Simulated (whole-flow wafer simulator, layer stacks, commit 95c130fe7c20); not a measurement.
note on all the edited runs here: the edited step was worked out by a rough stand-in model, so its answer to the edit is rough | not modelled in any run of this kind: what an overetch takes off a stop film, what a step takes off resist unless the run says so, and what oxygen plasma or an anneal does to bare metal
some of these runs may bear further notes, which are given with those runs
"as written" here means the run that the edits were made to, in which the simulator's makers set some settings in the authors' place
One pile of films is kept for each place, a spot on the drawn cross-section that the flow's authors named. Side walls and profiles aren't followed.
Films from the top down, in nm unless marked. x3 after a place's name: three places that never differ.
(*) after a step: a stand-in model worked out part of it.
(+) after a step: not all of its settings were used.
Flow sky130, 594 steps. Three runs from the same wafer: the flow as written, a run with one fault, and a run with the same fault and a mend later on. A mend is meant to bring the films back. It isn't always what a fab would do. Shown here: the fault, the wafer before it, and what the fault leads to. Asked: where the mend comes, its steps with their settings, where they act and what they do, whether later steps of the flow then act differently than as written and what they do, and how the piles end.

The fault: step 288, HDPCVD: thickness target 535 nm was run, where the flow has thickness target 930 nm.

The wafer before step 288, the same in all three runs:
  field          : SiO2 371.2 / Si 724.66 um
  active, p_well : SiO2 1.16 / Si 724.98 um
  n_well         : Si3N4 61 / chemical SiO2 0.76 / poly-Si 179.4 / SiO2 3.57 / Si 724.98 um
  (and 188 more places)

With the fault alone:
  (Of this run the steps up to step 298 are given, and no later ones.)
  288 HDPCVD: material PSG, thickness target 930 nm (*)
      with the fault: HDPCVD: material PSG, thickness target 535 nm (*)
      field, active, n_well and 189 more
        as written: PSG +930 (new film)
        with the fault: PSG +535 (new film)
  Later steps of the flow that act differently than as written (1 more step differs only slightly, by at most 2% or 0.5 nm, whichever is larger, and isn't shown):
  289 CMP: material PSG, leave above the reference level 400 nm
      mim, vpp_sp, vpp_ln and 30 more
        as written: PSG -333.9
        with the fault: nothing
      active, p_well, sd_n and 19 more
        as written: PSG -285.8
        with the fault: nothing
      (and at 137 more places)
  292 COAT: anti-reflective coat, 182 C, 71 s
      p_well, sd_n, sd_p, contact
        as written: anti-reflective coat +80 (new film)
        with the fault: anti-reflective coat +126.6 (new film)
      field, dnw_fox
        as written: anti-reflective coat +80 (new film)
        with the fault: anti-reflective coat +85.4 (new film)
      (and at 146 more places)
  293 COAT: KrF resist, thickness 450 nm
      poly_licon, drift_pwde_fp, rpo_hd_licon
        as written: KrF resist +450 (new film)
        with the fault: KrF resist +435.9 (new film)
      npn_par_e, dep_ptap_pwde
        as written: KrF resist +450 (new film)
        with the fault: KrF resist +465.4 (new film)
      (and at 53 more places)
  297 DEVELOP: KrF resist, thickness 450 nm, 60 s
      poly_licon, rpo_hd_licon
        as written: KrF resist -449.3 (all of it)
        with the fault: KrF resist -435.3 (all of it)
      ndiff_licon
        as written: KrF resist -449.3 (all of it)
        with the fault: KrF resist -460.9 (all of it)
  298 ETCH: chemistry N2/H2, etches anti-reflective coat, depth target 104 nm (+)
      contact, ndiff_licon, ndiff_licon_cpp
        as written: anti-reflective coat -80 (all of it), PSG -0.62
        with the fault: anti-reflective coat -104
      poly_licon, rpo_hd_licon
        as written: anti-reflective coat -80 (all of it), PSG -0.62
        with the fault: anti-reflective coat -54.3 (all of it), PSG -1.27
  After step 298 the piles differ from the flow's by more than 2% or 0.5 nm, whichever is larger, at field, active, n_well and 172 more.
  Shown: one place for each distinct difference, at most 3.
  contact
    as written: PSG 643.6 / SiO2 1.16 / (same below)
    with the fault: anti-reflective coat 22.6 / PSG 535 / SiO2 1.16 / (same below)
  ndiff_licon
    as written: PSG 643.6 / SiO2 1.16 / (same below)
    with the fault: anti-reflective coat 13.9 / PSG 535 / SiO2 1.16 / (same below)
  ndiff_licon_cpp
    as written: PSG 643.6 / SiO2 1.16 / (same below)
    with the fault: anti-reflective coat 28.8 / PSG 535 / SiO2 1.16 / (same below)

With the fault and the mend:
  The mend comes after step 288.
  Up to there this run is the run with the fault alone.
  288a HDPCVD: material PSG, thickness target 395 nm (*) (the flow's step 288 once more, with other settings)
      field, active, n_well and 189 more
        PSG +395
  No later step of the flow acts differently than as written, at any place that is followed, by more than 2% or 0.5 nm, whichever is larger.
  At the end the piles differ from the flow's only slightly at the places that both follow, by at most 2% or 0.5 nm, whichever is larger.
